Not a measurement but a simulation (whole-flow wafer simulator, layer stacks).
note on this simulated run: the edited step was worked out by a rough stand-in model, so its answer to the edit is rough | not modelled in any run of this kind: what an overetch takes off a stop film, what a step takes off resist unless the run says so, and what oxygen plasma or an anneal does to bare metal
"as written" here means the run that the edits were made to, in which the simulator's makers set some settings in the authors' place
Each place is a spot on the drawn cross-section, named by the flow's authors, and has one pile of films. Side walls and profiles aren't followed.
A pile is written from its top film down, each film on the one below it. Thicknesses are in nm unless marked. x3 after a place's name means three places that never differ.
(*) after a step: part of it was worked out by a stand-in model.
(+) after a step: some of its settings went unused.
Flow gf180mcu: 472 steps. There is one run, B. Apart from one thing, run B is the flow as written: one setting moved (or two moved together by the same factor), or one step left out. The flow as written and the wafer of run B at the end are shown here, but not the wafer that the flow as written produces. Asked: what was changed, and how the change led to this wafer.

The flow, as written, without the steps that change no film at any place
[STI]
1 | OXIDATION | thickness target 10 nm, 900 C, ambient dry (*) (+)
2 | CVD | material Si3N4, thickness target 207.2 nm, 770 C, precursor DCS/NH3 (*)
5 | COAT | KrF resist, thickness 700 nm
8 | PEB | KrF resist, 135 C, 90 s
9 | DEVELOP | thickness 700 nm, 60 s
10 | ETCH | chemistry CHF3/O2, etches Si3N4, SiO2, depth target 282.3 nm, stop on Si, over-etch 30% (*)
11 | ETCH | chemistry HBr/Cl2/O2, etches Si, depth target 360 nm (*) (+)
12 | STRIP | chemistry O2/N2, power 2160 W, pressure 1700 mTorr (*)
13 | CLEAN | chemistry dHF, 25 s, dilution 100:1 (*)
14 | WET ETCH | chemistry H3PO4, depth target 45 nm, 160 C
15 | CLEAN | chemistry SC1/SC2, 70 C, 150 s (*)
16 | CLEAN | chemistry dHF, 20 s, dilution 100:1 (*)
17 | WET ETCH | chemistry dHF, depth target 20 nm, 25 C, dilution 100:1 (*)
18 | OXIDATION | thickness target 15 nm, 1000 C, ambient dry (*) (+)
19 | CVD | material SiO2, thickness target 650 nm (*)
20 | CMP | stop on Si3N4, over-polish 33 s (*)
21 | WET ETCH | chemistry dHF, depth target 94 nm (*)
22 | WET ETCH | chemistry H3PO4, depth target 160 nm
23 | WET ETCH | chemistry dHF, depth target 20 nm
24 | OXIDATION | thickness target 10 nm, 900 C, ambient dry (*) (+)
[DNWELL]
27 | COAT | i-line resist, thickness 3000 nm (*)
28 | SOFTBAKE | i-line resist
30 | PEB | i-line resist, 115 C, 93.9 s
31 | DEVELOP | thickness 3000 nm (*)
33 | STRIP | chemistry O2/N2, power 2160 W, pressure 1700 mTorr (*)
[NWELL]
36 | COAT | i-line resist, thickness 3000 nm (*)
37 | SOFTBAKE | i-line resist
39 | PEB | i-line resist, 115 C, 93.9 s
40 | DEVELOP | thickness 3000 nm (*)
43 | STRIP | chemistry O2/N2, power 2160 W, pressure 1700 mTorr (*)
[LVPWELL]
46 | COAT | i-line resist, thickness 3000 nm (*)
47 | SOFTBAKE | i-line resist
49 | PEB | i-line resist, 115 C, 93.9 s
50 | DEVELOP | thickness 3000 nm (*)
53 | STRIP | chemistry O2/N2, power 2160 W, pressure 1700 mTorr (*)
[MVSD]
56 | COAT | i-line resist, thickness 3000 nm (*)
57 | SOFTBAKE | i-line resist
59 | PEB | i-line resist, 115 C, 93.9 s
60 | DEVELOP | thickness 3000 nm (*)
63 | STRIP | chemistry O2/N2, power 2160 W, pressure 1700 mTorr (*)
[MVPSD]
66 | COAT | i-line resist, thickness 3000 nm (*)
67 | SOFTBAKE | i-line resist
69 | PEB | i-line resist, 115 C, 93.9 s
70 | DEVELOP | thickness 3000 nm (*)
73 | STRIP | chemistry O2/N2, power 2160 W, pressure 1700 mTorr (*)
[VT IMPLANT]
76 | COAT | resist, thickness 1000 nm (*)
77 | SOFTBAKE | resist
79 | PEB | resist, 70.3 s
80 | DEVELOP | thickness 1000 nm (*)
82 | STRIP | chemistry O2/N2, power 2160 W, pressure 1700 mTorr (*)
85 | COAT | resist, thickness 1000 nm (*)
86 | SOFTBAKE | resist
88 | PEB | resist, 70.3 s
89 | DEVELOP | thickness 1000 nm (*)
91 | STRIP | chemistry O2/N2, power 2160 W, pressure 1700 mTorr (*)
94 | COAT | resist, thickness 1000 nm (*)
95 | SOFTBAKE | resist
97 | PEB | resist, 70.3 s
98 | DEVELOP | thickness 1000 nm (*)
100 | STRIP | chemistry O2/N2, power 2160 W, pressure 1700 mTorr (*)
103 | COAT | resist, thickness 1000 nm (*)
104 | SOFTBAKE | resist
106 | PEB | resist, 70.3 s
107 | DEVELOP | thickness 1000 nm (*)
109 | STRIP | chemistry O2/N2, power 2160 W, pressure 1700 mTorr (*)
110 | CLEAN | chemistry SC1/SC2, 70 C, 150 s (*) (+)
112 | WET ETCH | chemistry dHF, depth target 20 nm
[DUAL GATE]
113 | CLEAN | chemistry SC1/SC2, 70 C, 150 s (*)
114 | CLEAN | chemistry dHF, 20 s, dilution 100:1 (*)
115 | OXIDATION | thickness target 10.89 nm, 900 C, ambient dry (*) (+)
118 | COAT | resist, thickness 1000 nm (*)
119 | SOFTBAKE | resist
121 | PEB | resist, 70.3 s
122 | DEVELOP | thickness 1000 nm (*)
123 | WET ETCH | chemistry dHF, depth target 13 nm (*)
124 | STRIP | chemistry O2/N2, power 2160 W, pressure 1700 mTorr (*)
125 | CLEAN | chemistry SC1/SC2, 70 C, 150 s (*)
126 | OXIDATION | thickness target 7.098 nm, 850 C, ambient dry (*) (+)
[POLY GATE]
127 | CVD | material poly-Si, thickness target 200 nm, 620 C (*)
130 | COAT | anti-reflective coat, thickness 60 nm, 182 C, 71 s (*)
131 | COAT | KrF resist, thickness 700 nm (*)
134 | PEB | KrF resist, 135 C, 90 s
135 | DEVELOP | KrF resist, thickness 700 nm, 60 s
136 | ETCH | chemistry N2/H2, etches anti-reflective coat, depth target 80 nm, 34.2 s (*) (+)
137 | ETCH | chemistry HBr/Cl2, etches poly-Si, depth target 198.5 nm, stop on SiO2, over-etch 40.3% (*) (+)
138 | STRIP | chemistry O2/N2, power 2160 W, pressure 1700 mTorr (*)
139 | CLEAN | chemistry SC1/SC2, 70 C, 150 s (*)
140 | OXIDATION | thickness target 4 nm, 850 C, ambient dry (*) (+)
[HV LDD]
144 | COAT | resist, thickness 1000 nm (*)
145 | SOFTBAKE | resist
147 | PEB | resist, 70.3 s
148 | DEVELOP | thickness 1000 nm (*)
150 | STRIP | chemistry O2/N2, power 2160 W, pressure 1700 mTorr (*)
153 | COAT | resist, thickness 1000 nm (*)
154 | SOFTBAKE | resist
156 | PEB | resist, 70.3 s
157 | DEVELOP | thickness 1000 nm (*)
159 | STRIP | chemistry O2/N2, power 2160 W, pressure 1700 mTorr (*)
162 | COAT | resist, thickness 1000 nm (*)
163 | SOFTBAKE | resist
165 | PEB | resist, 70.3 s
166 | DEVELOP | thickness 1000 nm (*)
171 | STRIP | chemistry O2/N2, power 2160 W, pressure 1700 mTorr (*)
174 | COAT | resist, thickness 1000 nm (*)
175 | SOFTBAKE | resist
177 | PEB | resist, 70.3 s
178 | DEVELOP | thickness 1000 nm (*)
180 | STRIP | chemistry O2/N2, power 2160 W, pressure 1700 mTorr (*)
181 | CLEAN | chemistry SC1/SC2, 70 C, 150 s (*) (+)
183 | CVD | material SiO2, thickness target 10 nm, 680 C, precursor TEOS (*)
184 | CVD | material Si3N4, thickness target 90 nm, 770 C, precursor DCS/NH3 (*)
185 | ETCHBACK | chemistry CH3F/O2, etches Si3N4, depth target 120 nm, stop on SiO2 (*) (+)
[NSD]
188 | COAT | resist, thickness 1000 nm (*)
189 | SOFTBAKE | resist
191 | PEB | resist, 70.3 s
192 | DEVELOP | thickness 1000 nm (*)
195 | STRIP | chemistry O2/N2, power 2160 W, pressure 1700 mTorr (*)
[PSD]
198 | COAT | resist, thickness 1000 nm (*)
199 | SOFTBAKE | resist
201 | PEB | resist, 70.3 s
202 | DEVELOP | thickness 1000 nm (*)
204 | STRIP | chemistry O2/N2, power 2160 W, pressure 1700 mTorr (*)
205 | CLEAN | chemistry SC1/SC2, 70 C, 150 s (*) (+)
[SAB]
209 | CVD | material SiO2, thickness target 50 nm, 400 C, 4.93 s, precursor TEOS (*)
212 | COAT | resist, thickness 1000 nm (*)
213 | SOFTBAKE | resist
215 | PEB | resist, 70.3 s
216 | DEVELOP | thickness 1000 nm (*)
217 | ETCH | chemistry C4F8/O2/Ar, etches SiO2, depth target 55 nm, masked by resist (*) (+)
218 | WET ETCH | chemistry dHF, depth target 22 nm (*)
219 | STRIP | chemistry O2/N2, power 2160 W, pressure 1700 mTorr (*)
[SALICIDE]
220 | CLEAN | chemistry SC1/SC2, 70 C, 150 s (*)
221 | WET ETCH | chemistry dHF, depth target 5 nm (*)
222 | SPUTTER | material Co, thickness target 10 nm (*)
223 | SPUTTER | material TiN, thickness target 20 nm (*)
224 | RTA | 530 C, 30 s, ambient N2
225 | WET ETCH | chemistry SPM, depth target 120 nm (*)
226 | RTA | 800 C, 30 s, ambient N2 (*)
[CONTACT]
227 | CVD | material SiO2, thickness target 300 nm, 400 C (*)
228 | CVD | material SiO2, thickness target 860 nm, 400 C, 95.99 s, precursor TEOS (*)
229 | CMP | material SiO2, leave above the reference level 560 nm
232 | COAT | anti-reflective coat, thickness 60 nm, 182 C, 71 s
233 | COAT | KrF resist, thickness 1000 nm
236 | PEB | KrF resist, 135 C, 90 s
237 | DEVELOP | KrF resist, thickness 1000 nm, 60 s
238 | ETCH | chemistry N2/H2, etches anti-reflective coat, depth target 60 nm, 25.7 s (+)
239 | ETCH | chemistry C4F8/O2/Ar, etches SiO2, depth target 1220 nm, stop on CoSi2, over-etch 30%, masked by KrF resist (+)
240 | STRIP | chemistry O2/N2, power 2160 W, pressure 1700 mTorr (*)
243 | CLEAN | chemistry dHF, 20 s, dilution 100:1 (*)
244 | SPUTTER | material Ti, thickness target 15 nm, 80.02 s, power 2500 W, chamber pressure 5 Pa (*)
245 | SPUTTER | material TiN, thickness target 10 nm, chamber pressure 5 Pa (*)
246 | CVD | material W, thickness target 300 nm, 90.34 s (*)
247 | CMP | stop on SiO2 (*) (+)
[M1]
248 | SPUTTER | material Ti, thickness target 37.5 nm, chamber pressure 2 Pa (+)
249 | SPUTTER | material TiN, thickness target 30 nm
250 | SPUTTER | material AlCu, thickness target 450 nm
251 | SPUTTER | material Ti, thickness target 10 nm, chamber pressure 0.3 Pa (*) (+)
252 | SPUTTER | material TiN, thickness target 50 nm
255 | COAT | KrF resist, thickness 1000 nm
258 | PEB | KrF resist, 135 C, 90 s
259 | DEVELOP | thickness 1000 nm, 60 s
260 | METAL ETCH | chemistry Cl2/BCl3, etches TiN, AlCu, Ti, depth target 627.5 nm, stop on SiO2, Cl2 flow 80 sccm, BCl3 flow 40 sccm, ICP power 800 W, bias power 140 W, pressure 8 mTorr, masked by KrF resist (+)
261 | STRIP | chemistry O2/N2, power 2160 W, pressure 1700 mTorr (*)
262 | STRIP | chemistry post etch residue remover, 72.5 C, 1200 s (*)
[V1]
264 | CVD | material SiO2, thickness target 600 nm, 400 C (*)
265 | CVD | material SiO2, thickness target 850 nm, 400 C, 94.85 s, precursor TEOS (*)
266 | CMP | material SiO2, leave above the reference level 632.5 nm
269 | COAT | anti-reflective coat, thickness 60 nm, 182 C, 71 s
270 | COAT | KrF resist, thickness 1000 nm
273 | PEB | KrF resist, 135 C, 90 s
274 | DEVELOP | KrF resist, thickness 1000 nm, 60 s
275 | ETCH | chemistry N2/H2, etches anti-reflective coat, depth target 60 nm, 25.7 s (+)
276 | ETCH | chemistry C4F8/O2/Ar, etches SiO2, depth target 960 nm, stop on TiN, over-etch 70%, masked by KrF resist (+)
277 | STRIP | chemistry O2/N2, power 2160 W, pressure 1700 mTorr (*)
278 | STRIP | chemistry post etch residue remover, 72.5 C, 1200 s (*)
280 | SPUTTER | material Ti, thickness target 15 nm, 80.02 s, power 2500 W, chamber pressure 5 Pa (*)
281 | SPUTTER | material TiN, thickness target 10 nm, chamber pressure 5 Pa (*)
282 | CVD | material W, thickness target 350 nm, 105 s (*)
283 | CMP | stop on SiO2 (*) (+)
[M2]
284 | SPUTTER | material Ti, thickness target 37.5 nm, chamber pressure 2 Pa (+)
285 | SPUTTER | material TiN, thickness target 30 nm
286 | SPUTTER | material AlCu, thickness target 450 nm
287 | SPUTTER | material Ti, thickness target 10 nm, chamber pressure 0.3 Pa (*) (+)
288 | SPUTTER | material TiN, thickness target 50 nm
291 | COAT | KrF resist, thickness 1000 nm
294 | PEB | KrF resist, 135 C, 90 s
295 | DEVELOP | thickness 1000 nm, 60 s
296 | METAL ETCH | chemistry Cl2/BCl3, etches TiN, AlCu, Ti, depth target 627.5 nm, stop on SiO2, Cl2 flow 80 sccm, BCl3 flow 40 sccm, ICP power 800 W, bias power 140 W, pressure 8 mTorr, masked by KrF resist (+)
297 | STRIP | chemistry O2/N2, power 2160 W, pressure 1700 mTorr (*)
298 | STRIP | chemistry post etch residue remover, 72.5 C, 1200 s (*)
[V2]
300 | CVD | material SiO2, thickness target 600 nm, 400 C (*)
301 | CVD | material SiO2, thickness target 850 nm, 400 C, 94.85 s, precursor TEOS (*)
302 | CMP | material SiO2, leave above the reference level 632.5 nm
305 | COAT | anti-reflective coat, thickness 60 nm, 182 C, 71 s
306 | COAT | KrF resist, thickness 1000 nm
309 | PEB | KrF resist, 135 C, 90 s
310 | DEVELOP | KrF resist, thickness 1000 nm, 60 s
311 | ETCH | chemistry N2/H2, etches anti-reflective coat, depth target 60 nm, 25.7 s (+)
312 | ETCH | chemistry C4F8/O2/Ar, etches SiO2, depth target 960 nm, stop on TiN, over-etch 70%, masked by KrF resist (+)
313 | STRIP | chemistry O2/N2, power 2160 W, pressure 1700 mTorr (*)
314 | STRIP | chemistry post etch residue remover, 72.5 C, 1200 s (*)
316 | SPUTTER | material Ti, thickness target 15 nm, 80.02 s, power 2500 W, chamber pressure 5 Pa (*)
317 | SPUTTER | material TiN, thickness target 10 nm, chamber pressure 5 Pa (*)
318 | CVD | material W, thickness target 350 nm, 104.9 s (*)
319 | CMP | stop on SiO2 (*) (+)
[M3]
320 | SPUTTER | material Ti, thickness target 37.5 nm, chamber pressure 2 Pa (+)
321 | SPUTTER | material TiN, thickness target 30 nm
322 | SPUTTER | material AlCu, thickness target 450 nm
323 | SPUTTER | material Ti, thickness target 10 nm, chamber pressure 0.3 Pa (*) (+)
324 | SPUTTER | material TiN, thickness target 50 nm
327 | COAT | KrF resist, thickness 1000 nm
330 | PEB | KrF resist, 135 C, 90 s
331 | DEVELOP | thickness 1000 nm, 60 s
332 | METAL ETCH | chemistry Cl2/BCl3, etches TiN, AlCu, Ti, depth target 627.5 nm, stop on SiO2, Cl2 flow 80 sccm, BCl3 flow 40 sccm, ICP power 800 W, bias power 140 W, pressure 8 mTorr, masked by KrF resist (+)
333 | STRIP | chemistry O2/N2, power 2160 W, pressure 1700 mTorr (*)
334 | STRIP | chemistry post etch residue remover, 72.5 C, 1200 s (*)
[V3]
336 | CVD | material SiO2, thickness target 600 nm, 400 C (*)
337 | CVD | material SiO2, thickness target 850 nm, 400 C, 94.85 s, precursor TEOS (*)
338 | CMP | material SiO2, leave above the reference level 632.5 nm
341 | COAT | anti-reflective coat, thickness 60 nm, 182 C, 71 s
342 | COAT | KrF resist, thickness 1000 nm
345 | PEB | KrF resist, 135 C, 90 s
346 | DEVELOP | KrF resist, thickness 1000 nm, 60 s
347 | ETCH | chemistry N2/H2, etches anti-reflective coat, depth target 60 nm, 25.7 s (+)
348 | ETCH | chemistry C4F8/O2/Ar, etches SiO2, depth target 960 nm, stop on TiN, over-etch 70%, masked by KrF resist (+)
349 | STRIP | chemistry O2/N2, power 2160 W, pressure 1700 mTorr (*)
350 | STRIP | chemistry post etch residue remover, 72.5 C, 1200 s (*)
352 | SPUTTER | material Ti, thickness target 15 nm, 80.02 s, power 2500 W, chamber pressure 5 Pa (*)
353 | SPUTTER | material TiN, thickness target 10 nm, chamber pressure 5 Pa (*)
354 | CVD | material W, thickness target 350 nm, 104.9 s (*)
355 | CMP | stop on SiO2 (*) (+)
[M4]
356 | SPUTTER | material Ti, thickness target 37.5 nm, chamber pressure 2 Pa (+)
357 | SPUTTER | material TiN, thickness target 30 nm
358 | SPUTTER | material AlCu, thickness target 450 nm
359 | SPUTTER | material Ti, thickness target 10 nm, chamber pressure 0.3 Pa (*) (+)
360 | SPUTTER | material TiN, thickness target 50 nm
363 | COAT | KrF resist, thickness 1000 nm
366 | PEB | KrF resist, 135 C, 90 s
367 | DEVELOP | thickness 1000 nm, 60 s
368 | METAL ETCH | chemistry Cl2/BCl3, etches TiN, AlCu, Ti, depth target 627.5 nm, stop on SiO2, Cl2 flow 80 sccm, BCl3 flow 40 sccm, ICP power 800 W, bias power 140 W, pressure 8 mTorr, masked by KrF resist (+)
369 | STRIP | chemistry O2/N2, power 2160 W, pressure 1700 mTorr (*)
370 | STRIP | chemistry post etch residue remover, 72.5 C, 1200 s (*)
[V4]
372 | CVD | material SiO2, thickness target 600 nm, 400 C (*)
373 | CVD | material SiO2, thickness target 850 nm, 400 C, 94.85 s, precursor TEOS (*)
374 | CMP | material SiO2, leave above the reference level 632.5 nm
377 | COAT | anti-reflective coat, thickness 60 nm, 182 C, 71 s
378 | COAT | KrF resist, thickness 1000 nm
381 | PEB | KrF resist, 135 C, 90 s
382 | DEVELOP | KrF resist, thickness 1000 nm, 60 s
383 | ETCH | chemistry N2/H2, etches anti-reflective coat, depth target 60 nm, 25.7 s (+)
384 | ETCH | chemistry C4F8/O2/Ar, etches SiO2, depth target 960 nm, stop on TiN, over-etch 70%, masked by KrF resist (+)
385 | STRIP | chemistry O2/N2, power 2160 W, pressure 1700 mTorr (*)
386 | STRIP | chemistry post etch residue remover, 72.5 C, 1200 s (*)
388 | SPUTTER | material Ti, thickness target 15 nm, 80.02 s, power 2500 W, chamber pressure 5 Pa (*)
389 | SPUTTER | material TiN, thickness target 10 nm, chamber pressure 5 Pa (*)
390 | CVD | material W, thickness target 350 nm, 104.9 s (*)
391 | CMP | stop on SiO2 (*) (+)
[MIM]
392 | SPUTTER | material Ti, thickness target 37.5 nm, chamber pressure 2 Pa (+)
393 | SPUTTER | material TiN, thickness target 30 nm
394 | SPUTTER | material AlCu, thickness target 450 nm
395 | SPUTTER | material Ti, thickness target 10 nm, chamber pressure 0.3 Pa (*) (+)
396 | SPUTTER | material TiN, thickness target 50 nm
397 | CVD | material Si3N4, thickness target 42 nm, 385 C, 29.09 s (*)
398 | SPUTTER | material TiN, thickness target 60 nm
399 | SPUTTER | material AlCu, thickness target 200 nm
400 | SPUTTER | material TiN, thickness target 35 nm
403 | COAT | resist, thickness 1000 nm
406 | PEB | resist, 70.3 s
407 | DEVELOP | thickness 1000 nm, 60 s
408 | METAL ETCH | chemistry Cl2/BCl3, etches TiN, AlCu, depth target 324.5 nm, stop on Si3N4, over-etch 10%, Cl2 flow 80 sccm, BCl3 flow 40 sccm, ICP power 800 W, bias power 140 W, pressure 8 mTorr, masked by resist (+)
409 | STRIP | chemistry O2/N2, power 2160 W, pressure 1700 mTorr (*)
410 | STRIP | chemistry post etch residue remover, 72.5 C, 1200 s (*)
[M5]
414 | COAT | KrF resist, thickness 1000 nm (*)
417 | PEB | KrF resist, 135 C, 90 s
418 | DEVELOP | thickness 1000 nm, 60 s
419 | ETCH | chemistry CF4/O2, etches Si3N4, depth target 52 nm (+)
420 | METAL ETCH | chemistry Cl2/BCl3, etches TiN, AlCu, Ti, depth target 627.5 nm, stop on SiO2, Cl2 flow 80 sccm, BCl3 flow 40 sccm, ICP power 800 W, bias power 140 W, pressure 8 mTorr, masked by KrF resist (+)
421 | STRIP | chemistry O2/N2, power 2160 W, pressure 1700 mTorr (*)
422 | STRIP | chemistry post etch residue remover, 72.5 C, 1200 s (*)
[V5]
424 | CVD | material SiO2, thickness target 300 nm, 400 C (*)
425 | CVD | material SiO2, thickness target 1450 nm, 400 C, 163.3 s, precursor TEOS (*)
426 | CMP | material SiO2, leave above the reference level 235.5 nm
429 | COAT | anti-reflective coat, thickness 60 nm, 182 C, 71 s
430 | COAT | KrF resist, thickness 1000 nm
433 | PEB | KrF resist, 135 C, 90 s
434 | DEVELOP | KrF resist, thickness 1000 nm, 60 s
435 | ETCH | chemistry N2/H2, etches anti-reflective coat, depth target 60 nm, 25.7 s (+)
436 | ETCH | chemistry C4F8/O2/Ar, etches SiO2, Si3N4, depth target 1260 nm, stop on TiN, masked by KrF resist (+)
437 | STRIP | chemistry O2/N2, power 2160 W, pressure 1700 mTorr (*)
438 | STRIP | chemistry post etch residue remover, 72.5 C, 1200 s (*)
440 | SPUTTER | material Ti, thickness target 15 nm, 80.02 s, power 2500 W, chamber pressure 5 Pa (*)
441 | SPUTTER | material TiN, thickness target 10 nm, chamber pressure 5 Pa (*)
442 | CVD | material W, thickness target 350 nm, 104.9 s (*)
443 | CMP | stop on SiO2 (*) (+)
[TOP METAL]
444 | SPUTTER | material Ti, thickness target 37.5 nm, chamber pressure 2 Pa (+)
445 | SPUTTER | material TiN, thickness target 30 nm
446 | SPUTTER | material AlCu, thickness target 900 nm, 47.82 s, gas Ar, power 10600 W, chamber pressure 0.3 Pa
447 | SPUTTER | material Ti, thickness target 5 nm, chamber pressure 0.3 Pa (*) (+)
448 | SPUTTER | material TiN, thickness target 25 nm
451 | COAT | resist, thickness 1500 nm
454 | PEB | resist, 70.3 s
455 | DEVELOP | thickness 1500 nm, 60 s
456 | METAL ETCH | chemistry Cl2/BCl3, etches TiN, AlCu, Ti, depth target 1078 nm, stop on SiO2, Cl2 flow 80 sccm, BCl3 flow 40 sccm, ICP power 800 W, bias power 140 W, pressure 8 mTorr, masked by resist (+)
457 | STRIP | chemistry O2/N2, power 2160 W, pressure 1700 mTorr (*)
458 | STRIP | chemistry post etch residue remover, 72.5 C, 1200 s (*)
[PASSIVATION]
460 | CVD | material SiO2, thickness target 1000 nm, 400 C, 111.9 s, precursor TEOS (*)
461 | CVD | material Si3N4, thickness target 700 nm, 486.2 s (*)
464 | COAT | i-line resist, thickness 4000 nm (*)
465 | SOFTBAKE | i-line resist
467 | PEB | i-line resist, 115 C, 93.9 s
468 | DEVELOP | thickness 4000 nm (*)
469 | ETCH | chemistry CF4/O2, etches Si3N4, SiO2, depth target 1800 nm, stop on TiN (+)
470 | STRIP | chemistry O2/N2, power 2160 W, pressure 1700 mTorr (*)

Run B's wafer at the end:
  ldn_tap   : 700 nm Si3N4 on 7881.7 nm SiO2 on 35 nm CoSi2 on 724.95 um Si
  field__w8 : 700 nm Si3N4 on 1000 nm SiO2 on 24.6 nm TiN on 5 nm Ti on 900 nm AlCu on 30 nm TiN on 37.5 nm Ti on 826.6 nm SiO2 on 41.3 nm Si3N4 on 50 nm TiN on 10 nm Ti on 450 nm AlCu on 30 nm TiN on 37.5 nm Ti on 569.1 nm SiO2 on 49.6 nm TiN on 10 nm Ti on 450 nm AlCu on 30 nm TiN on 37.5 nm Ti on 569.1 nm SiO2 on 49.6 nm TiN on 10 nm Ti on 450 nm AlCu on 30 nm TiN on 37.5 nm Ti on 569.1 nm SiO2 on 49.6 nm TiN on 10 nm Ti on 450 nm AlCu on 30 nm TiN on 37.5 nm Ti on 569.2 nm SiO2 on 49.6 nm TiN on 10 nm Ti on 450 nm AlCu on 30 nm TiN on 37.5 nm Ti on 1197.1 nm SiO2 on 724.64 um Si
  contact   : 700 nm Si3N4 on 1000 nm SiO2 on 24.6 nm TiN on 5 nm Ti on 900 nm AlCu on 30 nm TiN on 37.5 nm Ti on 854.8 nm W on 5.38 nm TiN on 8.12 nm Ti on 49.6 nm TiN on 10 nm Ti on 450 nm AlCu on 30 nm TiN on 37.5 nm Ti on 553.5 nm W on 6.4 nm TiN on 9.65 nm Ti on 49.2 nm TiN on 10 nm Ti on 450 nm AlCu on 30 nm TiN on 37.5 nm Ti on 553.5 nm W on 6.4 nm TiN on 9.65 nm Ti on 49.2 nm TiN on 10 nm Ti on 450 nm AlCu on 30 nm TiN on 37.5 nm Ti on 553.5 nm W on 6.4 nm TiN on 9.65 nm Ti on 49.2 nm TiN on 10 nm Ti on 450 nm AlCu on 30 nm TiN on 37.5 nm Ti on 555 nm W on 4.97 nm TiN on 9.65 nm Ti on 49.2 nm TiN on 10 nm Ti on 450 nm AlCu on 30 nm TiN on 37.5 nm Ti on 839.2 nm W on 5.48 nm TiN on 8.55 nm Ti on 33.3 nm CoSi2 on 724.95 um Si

What caused this: step 281, SPUTTER: thickness target 7.75 nm was run, though the flow has thickness target 10 nm.

How this came from the change, step by step:
  281 | SPUTTER | material TiN, thickness target 10 nm, chamber pressure 5 Pa (*)
      field, field__w1, field__w2 and 107 more: +7.75 TiN (new film) (in the flow as written it would be: +10 TiN (new film))
      contact: +4.97 TiN (new film) (in the flow as written it would be: +6.4 TiN (new film))
  283 | CMP | stop on SiO2 (*) (+)
      field, field__w1, field__w2 and 107 more: -350 W (all of it), -7.75 TiN (all of it), -15 Ti (all of it), -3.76 SiO2 (in the flow as written it would be: -350 W (all of it), -10 TiN (all of it), -15 Ti (all of it), -3.78 SiO2)
